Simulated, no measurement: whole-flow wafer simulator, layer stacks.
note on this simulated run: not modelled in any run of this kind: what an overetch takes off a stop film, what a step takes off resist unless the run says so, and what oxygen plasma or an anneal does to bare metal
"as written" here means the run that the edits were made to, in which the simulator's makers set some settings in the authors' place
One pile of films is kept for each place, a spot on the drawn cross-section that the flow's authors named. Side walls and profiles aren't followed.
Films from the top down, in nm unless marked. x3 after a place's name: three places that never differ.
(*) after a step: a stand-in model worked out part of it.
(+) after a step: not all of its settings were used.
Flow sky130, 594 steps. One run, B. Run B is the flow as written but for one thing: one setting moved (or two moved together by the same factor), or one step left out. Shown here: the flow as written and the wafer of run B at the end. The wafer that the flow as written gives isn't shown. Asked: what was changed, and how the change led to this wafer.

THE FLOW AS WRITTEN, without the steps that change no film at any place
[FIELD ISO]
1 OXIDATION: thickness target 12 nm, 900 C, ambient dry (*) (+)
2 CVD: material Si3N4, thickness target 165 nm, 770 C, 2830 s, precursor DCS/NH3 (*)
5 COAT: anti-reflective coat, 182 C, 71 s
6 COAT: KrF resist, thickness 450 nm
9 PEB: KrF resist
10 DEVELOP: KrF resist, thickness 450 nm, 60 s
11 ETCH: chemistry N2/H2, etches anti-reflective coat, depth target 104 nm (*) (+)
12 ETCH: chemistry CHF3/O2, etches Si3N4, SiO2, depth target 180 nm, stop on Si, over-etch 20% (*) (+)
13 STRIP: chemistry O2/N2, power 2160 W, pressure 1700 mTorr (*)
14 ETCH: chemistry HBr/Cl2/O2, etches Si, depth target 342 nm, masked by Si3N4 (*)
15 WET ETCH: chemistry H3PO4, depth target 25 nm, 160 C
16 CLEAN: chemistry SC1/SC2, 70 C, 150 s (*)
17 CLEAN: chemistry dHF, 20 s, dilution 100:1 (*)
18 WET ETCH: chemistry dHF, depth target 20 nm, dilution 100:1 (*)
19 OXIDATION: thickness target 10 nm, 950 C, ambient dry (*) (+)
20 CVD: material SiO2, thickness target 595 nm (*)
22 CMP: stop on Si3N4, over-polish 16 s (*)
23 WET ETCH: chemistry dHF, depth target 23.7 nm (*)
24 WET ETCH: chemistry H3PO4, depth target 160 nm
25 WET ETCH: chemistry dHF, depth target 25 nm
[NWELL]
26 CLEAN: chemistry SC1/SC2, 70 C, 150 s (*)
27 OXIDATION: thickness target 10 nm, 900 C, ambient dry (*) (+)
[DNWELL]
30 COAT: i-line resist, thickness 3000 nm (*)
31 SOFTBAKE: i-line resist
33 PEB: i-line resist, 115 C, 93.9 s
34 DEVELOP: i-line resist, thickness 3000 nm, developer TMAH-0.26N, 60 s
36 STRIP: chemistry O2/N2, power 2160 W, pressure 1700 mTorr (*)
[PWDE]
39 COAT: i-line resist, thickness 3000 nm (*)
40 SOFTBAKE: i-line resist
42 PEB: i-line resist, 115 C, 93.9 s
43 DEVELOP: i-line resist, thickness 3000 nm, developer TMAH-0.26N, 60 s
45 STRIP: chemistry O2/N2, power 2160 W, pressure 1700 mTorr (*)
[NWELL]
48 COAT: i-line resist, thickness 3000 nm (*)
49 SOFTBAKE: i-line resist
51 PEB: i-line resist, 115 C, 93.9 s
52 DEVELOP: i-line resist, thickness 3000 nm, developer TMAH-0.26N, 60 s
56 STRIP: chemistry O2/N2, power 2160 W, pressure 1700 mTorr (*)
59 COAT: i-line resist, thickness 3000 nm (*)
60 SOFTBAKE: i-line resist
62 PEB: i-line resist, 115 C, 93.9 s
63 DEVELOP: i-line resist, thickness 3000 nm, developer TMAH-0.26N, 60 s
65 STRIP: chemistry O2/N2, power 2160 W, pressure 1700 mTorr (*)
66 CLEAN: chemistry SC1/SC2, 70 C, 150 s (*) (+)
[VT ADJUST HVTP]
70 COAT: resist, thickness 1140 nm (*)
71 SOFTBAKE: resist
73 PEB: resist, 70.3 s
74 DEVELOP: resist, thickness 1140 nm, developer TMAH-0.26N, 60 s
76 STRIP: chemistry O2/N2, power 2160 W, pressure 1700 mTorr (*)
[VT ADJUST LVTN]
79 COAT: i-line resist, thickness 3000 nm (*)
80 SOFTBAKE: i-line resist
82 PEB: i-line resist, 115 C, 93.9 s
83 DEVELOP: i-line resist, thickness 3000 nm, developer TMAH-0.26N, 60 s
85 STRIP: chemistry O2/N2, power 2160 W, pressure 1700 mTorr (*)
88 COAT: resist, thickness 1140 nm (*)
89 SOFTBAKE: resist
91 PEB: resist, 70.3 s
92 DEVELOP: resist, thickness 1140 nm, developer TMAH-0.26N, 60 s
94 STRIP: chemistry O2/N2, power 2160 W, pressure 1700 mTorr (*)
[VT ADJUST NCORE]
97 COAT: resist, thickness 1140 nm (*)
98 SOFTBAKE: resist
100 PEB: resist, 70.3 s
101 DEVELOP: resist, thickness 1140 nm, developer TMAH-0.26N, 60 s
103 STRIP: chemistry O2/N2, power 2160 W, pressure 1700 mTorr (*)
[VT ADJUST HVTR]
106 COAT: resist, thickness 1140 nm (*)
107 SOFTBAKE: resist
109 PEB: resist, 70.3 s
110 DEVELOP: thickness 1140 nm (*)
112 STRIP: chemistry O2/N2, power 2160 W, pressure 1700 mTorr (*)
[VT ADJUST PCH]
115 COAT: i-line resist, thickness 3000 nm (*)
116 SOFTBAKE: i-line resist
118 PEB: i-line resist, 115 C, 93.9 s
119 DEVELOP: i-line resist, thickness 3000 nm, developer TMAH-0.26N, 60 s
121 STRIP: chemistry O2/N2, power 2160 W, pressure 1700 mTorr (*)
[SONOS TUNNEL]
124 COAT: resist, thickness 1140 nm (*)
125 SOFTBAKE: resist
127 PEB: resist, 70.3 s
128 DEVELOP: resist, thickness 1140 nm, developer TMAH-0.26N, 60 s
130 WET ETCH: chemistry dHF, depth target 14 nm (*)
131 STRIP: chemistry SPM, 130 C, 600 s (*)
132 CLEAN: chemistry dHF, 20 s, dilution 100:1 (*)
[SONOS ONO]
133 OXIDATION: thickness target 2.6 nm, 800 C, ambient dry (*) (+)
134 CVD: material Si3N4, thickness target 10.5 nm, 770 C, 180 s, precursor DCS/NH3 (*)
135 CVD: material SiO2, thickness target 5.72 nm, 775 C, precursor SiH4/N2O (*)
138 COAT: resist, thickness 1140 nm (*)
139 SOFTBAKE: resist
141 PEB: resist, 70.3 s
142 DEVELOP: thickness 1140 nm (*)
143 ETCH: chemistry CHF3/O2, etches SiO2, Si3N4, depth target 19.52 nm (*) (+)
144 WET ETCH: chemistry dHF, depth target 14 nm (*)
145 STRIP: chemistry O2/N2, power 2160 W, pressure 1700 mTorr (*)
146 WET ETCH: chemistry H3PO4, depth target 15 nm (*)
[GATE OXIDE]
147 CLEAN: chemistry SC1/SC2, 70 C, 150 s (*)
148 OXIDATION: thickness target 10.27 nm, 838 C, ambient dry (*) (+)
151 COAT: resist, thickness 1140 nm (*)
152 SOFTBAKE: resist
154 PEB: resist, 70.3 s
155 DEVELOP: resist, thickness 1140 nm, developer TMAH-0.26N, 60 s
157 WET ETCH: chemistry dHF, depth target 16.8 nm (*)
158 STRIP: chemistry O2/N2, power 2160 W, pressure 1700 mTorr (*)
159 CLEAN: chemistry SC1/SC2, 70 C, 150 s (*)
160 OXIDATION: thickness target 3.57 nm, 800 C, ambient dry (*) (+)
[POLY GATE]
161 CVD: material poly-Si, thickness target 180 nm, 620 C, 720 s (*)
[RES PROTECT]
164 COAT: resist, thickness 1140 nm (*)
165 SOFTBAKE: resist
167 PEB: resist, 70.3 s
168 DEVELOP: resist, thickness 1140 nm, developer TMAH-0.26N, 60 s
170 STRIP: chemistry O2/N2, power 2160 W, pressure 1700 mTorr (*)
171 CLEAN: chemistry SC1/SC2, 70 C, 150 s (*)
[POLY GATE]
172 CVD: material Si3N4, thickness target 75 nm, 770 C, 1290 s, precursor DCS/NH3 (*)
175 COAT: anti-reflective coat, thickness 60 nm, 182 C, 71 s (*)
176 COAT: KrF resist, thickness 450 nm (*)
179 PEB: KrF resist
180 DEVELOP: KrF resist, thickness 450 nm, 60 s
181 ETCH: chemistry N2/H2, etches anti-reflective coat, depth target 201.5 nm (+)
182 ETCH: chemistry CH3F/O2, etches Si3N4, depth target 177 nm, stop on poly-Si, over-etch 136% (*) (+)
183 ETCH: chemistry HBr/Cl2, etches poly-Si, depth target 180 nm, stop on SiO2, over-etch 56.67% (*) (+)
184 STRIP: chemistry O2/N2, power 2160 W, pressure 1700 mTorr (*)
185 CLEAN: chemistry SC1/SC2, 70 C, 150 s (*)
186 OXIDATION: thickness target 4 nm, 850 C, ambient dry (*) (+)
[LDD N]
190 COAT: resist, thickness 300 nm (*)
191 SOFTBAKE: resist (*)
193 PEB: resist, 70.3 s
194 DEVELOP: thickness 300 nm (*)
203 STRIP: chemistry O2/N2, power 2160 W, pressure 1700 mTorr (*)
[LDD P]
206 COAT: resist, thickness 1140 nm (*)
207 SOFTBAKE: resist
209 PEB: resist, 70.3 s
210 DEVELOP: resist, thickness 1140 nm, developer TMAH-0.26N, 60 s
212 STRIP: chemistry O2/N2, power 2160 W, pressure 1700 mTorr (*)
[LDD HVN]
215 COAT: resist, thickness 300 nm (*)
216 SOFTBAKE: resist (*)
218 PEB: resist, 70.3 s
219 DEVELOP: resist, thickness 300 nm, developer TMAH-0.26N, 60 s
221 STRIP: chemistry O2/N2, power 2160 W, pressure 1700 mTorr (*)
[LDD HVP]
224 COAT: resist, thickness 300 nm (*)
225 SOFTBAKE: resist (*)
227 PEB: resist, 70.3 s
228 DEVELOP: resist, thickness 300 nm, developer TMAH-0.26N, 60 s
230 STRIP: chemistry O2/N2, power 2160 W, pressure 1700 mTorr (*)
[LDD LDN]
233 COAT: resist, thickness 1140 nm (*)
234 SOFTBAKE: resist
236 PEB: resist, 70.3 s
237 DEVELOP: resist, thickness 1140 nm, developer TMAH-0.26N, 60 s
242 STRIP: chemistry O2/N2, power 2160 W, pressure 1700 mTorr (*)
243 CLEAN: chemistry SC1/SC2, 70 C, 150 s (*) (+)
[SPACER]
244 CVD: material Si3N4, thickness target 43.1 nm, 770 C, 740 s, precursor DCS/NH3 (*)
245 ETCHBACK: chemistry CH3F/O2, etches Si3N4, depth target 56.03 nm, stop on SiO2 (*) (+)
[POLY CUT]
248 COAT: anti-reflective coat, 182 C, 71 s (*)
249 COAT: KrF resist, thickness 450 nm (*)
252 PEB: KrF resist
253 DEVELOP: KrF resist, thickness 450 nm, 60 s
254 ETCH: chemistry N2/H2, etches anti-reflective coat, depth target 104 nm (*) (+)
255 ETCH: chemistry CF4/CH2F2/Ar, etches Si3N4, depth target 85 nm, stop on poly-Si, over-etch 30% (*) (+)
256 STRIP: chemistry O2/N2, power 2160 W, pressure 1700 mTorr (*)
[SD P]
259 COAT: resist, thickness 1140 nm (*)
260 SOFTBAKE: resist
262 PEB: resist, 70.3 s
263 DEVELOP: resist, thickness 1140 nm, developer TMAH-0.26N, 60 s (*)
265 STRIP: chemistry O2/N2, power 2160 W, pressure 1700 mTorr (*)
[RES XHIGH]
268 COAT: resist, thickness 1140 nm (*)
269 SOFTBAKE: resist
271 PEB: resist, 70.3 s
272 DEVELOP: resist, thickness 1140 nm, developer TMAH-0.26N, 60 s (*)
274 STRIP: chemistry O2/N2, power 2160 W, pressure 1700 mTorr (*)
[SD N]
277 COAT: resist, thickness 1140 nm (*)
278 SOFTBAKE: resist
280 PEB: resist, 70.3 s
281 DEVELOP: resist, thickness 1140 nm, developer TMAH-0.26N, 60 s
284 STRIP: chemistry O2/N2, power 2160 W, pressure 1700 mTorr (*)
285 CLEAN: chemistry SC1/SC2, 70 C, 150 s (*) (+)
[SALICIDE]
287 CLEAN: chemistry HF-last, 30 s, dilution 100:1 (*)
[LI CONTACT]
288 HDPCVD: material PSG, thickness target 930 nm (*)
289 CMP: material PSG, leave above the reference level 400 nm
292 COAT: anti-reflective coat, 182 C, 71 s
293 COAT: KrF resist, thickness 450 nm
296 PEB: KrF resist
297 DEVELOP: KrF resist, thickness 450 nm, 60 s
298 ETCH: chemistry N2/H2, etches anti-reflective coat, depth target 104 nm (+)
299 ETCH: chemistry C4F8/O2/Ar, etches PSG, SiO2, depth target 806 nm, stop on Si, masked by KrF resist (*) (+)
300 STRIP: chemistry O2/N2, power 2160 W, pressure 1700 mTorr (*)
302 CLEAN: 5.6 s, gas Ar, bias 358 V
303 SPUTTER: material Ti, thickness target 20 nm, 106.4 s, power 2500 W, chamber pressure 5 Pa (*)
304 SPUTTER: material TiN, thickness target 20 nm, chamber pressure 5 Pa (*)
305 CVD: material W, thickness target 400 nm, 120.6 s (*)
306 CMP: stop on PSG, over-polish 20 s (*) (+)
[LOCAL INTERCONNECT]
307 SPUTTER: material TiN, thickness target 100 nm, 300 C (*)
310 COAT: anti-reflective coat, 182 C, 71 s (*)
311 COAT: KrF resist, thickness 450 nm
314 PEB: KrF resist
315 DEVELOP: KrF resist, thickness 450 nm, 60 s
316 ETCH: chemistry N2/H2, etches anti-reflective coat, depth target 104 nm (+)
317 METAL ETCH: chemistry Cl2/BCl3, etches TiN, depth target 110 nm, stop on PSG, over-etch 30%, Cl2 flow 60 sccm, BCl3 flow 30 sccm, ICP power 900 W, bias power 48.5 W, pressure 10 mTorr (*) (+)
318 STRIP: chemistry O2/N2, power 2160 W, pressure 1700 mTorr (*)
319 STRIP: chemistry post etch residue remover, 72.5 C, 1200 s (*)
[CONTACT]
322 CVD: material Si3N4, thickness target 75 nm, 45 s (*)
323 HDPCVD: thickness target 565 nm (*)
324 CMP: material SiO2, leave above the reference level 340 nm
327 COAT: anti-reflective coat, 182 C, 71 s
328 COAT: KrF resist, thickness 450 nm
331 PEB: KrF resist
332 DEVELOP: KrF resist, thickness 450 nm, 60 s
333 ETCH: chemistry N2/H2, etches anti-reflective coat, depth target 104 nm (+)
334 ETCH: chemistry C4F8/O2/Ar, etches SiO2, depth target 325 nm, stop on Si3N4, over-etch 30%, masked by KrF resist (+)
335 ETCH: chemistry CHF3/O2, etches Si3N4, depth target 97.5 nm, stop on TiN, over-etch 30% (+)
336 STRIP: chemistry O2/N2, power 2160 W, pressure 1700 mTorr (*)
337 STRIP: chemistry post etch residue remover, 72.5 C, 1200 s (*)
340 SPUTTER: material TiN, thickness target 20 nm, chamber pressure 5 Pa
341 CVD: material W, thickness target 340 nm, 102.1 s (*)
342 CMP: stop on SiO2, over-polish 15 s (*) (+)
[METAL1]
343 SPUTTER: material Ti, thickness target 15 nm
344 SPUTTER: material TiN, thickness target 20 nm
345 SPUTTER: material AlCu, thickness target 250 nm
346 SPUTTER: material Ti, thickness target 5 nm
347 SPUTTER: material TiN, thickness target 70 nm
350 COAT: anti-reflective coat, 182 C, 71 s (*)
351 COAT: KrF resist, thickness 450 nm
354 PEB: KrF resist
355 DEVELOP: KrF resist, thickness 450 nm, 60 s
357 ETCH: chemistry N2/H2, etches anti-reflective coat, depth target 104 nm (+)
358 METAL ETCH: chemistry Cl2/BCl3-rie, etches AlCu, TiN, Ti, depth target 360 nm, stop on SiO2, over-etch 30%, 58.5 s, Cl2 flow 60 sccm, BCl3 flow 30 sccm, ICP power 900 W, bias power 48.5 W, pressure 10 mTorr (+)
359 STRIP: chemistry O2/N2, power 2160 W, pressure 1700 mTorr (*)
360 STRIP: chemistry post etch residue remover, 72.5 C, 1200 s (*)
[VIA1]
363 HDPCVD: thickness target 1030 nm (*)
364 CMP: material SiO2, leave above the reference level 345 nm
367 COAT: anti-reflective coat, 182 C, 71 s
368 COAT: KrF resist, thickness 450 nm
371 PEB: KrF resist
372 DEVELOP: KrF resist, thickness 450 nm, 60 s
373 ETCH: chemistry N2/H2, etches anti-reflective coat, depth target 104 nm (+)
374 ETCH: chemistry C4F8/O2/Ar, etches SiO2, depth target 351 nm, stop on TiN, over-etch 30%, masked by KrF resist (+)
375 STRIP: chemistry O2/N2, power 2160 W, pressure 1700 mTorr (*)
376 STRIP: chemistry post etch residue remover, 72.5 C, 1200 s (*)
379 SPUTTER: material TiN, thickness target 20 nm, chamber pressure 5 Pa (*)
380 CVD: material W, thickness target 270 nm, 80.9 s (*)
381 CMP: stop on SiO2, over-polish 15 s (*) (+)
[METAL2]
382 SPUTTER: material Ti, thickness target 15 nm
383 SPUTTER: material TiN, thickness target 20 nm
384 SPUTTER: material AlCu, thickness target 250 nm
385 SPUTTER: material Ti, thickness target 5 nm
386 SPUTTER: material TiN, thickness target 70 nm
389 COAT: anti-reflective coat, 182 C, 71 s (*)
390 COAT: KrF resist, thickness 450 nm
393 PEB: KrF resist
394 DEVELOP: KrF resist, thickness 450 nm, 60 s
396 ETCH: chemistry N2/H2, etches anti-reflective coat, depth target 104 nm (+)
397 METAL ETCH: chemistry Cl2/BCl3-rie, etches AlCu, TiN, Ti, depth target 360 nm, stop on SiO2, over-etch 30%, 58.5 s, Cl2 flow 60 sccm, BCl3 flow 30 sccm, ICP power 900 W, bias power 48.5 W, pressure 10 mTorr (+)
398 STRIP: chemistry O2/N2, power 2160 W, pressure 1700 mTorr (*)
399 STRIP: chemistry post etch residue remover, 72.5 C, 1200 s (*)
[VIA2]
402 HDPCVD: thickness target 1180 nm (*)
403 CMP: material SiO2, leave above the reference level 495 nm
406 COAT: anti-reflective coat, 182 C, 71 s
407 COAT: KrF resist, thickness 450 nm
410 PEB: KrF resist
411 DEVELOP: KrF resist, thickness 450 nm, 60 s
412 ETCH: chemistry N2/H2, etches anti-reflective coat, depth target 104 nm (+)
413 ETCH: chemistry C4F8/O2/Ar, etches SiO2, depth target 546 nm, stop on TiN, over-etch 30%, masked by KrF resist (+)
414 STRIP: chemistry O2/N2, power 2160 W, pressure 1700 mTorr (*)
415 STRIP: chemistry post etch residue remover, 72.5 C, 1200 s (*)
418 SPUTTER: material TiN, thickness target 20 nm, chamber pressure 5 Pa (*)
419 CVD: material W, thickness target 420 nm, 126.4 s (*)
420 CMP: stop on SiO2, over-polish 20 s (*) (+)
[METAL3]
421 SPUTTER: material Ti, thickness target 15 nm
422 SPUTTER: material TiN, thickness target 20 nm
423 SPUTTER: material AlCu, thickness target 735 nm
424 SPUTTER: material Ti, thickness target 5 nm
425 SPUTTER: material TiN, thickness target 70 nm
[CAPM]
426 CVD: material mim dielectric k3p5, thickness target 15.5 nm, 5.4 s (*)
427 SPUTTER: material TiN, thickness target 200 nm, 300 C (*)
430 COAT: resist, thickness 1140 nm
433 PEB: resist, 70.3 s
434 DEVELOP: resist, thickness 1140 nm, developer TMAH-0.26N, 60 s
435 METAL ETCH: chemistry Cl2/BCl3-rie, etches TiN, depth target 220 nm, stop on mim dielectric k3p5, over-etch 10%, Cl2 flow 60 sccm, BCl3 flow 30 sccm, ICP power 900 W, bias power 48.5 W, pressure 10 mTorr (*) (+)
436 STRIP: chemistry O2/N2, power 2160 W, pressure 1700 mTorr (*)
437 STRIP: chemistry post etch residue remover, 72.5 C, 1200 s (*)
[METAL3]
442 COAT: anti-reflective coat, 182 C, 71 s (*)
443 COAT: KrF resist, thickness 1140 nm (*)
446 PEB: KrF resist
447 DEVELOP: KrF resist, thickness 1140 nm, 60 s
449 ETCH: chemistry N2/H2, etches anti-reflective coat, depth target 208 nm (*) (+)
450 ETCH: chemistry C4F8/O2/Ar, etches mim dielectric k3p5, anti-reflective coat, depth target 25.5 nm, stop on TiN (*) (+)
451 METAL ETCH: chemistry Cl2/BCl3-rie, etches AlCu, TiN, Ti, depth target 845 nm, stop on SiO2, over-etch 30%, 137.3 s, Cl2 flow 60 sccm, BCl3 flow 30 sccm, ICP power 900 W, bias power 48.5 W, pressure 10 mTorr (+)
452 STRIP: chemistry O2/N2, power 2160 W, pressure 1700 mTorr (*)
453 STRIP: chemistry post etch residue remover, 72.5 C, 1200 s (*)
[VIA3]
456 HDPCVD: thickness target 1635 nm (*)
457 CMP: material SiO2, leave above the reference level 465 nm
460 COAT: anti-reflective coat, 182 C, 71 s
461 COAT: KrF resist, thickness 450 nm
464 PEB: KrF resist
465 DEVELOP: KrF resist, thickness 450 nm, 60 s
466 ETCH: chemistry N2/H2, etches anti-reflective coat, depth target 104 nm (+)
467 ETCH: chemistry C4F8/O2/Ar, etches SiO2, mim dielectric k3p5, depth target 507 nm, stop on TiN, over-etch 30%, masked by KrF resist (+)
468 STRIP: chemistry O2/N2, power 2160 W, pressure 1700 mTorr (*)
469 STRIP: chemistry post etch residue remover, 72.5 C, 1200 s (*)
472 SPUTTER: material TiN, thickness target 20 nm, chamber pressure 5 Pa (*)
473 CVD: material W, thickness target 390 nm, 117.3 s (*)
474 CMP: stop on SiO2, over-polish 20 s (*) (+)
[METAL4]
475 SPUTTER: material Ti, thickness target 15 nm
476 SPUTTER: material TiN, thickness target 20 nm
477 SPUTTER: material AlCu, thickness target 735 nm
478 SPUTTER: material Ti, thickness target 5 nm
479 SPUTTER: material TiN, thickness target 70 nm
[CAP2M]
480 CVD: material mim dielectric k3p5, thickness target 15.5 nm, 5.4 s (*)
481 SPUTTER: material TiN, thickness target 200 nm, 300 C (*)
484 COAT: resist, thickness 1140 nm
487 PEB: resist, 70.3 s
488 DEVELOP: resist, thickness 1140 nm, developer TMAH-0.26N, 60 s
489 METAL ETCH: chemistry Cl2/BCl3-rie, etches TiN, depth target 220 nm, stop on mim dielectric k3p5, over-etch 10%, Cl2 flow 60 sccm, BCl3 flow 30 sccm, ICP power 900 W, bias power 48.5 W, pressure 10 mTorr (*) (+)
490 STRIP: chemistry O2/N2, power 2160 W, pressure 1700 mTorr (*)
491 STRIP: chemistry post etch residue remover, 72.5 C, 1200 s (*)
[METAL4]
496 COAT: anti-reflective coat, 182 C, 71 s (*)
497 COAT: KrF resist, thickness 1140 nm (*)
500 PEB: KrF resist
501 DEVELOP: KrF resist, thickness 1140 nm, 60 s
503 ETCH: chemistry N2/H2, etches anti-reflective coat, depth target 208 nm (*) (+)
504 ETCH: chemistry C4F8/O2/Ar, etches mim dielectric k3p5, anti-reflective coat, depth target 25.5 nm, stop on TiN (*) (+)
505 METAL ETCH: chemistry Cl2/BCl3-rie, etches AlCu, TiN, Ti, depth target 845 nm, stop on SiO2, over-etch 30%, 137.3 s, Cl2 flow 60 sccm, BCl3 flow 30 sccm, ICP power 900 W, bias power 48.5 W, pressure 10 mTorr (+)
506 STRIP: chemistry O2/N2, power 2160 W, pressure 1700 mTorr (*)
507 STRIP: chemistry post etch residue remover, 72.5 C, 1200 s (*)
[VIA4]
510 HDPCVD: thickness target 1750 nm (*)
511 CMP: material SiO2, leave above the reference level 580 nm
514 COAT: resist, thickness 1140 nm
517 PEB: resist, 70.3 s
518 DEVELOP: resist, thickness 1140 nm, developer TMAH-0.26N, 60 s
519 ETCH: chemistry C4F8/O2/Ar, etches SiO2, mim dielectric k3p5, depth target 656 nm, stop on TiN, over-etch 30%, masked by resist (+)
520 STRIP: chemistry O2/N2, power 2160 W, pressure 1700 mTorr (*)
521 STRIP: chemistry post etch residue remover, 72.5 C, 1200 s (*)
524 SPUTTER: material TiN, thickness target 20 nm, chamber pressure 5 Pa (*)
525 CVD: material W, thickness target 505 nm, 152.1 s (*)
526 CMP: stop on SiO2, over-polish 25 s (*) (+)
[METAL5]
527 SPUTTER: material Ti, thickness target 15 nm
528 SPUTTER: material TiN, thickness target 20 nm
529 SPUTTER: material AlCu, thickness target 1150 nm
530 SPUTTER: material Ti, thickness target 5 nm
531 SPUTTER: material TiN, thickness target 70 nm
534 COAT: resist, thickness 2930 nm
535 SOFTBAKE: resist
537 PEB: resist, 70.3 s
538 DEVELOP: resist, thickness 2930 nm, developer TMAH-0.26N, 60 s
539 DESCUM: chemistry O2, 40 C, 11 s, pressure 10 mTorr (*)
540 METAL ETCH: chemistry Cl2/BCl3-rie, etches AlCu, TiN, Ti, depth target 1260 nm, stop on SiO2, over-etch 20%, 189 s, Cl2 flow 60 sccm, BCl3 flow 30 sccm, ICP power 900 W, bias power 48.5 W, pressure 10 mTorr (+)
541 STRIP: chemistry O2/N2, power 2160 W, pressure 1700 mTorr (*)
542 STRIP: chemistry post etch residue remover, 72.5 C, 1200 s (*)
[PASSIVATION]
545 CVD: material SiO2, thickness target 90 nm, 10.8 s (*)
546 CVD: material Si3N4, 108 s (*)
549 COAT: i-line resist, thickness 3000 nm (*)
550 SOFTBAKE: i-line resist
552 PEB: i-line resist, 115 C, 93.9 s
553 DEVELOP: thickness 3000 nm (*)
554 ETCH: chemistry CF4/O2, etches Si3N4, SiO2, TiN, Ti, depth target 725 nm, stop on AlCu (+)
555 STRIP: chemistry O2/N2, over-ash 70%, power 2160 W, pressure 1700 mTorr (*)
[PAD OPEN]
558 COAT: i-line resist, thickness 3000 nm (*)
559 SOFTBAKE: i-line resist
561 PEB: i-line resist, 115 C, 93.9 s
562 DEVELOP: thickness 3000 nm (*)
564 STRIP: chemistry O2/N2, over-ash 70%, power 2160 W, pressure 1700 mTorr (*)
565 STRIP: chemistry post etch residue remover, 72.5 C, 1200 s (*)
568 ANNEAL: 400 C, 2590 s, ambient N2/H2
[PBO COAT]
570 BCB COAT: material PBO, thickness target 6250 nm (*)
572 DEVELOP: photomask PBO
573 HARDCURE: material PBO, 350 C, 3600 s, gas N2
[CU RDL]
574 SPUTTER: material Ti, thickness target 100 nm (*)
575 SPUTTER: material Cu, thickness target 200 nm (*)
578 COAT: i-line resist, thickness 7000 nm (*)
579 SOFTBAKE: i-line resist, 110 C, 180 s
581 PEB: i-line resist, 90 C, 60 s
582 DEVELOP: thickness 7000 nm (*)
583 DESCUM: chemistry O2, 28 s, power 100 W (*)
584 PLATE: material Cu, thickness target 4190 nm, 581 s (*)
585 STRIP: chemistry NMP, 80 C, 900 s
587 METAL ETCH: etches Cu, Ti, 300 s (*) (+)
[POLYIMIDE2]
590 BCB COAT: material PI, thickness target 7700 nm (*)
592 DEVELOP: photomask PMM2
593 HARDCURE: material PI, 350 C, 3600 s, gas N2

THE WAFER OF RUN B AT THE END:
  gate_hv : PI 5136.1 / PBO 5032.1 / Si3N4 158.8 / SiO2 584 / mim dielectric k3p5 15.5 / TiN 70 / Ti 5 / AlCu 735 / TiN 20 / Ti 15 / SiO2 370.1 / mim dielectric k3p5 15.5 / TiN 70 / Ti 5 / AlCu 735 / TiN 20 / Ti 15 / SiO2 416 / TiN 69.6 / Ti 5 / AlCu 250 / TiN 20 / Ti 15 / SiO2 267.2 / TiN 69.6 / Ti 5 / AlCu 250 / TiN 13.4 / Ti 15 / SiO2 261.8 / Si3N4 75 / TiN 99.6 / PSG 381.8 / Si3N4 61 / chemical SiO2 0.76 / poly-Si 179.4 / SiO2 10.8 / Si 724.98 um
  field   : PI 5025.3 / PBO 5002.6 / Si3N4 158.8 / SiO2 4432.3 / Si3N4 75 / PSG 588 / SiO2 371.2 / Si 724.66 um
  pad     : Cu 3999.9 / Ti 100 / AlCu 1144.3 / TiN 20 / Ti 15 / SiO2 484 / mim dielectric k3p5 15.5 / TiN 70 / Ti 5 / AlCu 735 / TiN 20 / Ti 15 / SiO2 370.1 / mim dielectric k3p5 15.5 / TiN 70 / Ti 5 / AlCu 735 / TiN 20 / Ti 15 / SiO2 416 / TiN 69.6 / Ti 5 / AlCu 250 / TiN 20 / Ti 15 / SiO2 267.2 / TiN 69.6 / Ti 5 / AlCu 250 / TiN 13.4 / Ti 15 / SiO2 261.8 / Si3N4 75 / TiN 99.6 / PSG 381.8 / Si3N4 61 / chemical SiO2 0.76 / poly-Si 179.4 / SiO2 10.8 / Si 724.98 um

The cause: step 344, SPUTTER: thickness target 13.4 nm was run, where the flow has thickness target 20 nm.
It can be read off the wafer: gate_hv has TiN 13.4, and step 344 as written asks for 20 nm.

How the change led to this, step by step:
  344 SPUTTER: material TiN, thickness target 20 nm
      field, active, n_well and 188 more: TiN +13.4 (new film) (as written it would be: TiN +20 (new film))
  358 METAL ETCH: chemistry Cl2/BCl3-rie, etches AlCu, TiN, Ti, depth target 360 nm, stop on SiO2, over-etch 30%, 58.5 s, Cl2 flow 60 sccm, BCl3 flow 30 sccm, ICP power 900 W, bias power 48.5 W, pressure 10 mTorr (+)
      field, active, gate and 81 more: TiN -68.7 (all of it), Ti -5 (all of it), AlCu -250 (all of it), TiN -13.4 (all of it), Ti -15 (all of it), SiO2 -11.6 (as written it would be: TiN -68.7 (all of it), Ti -5 (all of it), AlCu -250 (all of it), TiN -20 (all of it), Ti -15 (all of it), SiO2 -10.9)
